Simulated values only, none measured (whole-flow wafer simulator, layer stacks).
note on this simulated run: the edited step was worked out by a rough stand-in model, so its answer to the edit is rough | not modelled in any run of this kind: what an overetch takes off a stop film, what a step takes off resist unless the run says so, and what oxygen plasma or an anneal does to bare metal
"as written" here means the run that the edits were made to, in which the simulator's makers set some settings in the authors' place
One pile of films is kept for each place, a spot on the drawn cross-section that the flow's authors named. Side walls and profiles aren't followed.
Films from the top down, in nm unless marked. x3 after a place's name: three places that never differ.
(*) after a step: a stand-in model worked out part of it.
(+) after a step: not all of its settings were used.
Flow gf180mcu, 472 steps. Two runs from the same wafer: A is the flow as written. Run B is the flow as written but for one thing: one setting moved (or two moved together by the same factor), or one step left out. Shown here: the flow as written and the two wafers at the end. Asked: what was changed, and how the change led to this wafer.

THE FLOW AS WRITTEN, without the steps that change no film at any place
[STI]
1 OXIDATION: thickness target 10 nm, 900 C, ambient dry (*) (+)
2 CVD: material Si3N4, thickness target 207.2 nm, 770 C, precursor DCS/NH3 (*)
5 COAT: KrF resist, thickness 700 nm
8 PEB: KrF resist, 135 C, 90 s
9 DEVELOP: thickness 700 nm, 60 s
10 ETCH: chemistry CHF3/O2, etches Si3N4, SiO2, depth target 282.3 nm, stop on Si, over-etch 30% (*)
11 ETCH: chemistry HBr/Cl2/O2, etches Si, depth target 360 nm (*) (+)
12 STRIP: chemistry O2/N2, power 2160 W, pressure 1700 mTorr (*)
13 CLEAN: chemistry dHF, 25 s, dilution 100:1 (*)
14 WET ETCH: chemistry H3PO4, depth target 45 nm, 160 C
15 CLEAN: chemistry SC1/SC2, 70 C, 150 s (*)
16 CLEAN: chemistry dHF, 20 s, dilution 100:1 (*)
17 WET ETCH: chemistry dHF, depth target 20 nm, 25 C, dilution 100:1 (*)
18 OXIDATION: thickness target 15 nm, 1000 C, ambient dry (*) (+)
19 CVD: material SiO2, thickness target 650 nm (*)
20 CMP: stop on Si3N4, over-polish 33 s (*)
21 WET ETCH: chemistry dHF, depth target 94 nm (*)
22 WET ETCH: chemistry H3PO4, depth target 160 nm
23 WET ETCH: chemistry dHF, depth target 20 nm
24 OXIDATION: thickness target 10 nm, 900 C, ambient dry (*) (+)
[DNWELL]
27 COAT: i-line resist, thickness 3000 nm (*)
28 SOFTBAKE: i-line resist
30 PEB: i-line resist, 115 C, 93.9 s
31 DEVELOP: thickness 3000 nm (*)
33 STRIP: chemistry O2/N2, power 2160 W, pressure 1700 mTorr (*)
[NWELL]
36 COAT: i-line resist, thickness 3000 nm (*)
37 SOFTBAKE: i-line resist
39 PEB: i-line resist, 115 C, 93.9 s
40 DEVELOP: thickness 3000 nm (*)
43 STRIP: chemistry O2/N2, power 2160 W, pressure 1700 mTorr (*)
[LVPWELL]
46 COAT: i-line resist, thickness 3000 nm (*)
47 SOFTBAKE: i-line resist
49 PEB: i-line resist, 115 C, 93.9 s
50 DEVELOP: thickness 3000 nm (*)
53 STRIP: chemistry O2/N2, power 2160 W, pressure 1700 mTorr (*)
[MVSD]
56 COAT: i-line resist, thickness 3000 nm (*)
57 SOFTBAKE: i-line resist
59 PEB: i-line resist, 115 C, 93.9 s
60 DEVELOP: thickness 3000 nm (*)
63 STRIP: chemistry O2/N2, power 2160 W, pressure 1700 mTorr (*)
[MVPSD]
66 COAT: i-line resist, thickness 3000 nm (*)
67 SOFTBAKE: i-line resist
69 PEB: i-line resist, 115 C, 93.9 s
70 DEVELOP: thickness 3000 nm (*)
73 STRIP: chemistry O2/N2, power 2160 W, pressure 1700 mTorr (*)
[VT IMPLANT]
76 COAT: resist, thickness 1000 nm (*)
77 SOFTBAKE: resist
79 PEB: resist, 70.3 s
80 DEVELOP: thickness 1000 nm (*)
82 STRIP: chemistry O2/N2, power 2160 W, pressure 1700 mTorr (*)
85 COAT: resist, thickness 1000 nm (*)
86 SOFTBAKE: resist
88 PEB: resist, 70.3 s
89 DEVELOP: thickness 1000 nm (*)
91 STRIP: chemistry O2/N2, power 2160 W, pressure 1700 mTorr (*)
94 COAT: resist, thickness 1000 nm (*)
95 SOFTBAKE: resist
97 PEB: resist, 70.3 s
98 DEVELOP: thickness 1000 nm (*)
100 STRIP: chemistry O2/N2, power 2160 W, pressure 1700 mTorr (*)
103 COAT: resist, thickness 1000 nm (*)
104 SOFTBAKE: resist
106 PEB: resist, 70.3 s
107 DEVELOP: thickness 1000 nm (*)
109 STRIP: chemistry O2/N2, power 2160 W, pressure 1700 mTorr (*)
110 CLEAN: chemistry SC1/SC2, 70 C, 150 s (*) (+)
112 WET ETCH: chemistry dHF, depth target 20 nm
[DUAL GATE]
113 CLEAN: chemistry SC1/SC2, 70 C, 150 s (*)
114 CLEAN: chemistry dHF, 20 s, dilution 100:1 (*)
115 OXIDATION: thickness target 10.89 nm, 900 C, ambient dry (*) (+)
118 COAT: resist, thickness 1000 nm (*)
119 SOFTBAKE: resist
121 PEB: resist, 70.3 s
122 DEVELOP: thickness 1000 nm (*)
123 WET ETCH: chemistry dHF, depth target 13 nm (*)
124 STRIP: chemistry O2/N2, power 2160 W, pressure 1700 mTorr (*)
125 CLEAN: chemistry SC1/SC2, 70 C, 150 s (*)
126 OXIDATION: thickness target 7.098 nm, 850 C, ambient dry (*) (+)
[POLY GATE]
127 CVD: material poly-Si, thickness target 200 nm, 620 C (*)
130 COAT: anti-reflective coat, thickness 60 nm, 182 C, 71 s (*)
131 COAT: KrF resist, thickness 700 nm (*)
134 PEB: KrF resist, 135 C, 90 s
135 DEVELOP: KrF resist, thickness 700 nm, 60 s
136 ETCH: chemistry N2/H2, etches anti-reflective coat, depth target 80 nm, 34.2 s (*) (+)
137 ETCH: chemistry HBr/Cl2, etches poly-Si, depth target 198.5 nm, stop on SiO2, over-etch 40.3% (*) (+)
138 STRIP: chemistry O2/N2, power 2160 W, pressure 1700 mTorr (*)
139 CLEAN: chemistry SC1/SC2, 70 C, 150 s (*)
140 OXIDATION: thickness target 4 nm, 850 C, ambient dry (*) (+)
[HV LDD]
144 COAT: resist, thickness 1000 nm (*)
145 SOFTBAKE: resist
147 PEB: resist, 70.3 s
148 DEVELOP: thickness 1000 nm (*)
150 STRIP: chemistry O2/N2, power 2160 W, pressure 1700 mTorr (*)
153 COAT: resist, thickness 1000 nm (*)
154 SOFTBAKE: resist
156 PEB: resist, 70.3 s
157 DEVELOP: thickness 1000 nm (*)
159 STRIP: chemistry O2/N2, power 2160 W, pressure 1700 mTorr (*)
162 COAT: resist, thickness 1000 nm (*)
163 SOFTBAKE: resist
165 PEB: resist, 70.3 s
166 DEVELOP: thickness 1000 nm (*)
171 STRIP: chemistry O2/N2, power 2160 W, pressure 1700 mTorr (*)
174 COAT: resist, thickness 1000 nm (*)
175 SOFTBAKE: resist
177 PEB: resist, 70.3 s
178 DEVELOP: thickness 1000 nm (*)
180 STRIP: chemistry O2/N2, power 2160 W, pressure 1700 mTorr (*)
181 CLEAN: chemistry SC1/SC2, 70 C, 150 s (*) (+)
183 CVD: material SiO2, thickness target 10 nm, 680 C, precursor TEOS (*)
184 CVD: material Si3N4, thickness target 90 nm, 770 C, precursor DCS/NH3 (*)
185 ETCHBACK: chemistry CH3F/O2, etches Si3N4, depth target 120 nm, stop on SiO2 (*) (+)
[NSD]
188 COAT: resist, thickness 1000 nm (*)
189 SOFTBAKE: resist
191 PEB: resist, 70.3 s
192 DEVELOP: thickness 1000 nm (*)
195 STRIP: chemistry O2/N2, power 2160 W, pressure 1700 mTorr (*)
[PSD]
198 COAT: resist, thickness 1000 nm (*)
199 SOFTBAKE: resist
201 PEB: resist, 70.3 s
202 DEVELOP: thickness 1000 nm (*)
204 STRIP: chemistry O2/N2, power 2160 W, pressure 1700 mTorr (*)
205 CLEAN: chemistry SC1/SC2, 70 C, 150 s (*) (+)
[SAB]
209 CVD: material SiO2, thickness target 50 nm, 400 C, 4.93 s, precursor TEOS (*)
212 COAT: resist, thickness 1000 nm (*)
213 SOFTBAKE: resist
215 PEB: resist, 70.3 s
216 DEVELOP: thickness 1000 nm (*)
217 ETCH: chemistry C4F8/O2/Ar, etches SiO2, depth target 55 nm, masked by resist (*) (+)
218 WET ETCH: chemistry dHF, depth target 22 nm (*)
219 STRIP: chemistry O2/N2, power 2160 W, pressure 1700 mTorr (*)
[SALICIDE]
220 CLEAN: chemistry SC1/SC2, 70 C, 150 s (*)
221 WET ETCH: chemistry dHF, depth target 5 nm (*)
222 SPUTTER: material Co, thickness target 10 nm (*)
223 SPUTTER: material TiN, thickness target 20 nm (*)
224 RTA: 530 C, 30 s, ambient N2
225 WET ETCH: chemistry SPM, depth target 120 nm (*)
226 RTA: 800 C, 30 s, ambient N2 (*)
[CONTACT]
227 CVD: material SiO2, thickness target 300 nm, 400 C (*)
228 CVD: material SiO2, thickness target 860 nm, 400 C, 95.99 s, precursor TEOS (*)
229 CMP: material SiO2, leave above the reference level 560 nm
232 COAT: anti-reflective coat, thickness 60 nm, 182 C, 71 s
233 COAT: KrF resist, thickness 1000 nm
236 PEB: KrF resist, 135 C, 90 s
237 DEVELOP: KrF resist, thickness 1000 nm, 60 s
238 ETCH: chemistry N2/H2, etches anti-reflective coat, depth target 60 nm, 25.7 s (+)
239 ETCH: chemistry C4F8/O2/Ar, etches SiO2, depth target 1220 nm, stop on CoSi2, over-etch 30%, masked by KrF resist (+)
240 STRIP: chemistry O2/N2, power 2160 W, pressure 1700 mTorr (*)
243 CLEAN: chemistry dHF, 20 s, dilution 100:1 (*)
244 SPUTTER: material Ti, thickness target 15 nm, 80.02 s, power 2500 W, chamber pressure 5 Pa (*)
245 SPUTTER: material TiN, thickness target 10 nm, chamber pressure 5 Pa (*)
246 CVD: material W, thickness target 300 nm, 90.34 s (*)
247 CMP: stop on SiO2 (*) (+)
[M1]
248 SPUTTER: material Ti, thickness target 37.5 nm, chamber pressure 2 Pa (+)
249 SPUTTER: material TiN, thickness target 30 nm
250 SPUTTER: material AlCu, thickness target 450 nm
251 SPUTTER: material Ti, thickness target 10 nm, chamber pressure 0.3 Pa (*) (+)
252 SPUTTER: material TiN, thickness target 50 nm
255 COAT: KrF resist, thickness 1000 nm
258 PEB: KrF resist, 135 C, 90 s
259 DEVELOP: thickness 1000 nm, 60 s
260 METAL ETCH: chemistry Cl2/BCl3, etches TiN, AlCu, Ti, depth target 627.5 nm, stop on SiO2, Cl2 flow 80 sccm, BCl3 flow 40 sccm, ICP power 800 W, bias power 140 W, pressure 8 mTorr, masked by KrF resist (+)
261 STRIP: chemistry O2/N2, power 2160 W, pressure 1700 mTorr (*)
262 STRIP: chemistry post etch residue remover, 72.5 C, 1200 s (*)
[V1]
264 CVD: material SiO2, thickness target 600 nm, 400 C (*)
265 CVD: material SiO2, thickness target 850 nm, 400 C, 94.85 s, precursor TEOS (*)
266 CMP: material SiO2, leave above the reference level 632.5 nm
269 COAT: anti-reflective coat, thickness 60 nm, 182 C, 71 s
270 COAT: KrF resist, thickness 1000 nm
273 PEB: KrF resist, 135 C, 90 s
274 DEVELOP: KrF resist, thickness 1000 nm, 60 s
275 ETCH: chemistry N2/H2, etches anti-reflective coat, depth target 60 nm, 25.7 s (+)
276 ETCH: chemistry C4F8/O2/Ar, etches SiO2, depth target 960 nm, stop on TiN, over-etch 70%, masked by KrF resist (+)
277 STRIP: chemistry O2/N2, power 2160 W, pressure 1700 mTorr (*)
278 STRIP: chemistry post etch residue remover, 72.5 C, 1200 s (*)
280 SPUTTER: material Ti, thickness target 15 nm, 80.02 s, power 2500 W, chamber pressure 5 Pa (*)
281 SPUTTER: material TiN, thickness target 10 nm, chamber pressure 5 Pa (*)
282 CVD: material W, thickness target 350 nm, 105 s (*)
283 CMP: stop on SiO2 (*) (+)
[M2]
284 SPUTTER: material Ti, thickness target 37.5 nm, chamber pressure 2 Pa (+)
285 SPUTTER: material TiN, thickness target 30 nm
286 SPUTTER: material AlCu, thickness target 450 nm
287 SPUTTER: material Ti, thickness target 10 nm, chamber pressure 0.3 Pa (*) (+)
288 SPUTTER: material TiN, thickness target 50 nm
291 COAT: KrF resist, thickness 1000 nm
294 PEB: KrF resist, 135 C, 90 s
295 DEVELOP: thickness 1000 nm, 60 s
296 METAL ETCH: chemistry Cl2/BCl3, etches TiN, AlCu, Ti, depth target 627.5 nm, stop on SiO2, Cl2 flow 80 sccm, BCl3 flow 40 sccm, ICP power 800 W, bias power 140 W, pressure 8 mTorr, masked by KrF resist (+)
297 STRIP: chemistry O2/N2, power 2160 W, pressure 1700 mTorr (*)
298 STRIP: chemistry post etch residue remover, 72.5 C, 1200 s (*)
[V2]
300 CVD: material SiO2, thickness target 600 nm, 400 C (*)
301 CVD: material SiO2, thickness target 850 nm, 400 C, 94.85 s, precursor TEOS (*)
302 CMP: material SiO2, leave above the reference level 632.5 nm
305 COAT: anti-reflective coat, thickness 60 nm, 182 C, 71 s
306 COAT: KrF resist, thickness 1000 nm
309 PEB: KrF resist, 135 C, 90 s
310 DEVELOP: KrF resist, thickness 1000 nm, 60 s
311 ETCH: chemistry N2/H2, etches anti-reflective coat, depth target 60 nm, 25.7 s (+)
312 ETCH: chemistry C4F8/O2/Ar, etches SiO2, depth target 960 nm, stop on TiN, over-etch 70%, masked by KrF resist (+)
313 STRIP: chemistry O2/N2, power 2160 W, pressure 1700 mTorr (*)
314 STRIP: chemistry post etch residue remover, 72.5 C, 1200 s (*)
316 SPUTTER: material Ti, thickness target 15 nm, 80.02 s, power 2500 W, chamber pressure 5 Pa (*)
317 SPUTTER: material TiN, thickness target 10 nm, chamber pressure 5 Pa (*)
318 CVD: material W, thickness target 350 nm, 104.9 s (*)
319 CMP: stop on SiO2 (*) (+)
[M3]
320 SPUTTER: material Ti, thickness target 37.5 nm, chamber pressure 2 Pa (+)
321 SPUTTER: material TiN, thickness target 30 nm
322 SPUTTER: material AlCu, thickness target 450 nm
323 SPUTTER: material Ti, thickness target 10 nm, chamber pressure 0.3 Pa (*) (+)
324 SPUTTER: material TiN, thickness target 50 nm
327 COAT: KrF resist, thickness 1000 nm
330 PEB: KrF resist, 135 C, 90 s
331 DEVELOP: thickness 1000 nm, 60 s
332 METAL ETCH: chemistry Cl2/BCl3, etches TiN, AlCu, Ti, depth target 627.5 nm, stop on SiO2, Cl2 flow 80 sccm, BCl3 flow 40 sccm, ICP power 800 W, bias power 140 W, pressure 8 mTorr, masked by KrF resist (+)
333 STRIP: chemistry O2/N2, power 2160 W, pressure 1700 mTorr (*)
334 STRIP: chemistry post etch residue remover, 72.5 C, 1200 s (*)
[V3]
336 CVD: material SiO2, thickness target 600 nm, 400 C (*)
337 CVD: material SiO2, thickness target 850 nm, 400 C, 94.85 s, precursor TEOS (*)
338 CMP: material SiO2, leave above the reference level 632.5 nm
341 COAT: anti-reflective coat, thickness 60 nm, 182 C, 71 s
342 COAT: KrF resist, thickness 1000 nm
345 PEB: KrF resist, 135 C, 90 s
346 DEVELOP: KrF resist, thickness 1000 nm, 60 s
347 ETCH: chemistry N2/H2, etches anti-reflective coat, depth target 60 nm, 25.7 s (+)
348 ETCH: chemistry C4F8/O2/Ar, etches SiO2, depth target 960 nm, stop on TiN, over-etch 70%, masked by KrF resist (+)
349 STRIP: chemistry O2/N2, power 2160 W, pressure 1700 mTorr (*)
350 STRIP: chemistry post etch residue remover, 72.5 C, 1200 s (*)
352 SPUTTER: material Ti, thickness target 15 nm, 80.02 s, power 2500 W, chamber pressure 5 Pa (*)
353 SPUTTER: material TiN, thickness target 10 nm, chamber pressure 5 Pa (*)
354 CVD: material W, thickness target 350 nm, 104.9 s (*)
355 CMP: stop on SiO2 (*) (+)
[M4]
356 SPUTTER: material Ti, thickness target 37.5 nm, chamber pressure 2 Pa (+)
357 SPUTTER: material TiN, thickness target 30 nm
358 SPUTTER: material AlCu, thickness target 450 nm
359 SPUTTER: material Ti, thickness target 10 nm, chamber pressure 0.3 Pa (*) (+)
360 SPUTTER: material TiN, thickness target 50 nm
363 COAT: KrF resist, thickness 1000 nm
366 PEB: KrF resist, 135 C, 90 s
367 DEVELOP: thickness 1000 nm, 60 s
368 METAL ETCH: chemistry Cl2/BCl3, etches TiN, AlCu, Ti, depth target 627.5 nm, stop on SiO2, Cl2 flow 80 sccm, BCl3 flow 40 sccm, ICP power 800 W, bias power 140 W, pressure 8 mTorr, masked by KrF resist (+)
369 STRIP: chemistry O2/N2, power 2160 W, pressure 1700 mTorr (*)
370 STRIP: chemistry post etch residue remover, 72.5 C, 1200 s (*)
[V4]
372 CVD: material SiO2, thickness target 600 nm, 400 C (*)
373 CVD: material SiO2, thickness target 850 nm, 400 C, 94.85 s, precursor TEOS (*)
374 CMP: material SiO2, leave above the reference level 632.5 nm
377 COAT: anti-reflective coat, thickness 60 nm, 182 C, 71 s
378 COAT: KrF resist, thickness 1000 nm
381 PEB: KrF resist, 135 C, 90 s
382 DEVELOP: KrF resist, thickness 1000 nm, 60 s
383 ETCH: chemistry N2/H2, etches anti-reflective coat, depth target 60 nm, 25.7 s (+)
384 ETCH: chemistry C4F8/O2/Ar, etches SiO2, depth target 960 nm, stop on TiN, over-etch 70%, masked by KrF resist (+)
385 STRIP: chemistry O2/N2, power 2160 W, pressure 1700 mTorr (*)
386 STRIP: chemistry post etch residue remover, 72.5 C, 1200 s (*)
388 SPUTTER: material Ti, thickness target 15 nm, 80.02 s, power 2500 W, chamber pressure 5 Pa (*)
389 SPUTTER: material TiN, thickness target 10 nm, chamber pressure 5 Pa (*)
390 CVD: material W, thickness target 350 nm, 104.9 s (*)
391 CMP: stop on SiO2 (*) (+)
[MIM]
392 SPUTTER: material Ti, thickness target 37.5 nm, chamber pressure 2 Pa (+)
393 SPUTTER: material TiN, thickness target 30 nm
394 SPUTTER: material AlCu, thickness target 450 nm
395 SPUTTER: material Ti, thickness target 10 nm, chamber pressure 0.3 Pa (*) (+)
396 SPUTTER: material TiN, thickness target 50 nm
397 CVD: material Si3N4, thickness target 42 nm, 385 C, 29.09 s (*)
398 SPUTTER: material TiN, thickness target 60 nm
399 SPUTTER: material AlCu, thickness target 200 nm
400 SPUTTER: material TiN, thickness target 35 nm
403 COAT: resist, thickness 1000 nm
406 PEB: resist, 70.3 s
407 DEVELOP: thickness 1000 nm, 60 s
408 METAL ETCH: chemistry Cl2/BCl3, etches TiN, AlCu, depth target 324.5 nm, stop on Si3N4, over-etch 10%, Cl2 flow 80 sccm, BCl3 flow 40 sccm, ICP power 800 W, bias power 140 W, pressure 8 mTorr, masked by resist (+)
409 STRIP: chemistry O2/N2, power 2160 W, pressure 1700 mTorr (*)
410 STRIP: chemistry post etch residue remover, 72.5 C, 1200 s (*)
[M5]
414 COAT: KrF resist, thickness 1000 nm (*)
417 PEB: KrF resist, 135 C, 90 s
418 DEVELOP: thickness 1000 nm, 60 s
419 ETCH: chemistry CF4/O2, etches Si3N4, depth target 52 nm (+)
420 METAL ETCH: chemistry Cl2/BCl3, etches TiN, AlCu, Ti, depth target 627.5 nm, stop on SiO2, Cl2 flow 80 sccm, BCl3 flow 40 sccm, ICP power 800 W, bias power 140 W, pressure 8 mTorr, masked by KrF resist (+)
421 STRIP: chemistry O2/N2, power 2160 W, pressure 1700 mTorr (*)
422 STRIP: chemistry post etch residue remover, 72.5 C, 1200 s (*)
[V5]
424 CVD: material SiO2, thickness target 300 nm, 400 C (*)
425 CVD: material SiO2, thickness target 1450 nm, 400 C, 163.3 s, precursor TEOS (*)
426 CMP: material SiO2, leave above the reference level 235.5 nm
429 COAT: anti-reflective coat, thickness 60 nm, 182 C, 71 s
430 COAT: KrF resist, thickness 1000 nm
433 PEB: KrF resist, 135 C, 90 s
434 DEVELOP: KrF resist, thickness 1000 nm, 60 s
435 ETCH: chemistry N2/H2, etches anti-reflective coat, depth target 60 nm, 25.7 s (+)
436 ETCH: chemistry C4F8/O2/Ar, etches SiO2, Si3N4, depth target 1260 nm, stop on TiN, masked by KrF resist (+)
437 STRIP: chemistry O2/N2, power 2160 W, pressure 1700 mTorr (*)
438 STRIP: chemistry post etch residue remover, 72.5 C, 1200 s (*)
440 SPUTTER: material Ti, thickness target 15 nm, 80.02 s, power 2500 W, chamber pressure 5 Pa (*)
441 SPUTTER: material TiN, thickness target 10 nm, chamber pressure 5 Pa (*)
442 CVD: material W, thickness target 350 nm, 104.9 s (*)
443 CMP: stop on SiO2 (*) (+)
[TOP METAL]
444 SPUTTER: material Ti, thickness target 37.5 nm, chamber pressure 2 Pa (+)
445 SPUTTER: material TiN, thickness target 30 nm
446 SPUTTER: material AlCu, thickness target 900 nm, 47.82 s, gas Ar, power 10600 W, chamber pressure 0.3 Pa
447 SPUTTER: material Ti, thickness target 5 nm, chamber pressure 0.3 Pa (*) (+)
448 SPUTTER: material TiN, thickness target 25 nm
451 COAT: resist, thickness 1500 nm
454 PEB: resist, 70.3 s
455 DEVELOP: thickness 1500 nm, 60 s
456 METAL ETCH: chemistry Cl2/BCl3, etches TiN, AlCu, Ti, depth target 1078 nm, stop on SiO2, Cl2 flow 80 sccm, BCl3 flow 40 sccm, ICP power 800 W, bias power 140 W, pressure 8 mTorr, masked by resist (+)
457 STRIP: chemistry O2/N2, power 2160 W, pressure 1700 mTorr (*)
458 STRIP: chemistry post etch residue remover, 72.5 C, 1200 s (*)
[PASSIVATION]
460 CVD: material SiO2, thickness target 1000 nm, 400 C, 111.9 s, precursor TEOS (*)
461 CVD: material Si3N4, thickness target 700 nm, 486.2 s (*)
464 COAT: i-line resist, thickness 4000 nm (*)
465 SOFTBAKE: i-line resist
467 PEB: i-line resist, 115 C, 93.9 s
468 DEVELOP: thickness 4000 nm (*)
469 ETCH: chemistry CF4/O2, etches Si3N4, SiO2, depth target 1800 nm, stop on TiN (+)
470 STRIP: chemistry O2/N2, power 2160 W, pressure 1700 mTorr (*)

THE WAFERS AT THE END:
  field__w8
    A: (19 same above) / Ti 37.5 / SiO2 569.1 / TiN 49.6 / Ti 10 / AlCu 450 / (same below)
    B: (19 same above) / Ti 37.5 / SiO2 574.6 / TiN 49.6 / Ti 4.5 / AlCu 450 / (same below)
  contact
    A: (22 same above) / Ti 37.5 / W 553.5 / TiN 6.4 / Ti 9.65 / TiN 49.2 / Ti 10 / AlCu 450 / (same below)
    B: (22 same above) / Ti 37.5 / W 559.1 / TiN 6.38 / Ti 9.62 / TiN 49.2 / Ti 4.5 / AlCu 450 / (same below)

The cause: step 323, SPUTTER: thickness target 4.5 nm was run, where the flow has thickness target 10 nm.
It can be read off the wafer: field__w8 has Ti 4.5, and step 323 as written asks for 10 nm.

How the change led to this, step by step:
  323 SPUTTER: material Ti, thickness target 10 nm, chamber pressure 0.3 Pa (*) (+)
      field, field__w1, field__w2 and 108 more: A Ti +10 (new film) | B Ti +4.5 (new film)
  332 METAL ETCH: chemistry Cl2/BCl3, etches TiN, AlCu, Ti, depth target 627.5 nm, stop on SiO2, Cl2 flow 80 sccm, BCl3 flow 40 sccm, ICP power 800 W, bias power 140 W, pressure 8 mTorr, masked by KrF resist (+)
      field, field__w1, field__w2 and 103 more: A TiN -50 (all of it), Ti -10 (all of it), AlCu -450 (all of it), TiN -30 (all of it), Ti -37.5 (all of it) | B TiN -50 (all of it), Ti -4.5 (all of it), AlCu -450 (all of it), TiN -30 (all of it), Ti -37.5 (all of it)
